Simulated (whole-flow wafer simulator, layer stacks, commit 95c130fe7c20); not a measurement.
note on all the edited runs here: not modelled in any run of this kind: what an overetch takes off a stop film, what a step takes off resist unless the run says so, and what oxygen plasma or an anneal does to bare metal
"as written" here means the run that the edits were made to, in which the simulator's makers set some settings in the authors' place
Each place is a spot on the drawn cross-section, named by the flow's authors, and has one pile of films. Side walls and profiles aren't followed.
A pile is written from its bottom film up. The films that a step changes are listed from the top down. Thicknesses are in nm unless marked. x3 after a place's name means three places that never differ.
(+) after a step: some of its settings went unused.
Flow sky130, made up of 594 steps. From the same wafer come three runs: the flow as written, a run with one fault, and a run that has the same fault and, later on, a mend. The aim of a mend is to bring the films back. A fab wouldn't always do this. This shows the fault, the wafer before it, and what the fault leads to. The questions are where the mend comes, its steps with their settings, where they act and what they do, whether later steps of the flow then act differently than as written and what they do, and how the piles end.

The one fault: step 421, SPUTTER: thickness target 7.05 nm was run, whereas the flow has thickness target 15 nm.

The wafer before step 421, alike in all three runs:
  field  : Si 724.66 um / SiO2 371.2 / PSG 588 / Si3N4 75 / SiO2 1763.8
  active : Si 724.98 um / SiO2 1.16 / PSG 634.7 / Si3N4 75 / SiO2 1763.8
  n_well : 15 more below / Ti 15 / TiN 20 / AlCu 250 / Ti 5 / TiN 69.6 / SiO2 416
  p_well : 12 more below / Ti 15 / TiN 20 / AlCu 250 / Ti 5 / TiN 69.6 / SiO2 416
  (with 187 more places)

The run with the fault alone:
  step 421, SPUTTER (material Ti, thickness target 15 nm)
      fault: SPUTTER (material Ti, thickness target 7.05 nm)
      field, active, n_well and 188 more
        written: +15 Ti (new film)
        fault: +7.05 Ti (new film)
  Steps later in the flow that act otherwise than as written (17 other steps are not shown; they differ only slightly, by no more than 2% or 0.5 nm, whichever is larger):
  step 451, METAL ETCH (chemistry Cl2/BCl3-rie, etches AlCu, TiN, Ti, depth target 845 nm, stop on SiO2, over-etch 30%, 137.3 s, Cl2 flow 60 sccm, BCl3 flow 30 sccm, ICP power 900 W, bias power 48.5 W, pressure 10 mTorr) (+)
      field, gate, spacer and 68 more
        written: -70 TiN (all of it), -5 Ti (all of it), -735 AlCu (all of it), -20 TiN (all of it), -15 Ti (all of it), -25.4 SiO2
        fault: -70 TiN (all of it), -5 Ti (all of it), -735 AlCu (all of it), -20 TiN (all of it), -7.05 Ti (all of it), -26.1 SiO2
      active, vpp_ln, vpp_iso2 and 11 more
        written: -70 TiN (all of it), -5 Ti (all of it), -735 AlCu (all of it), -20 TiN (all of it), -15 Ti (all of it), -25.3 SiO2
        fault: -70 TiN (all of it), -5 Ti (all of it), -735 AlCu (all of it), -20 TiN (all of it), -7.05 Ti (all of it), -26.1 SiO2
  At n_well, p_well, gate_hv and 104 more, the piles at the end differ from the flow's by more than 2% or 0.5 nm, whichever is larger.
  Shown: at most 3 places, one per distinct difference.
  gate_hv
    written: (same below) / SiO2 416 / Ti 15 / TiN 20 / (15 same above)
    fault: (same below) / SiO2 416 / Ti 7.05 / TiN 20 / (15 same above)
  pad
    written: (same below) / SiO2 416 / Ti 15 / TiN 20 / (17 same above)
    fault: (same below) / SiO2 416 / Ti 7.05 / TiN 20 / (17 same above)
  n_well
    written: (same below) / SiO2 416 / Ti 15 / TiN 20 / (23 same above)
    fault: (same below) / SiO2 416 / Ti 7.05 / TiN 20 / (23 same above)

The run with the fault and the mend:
  The mend follows step 421.
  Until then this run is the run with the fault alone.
  step 421a, SPUTTER (material Ti, thickness target 7.95 nm) (a further turn of the flow's step 421, with different settings)
      field, active, n_well and 188 more
        +7.95 Ti
  Every later step of the flow that is run acts as written at every place that is followed.
  By the end, the piles equal the flow's at every place that both follow.
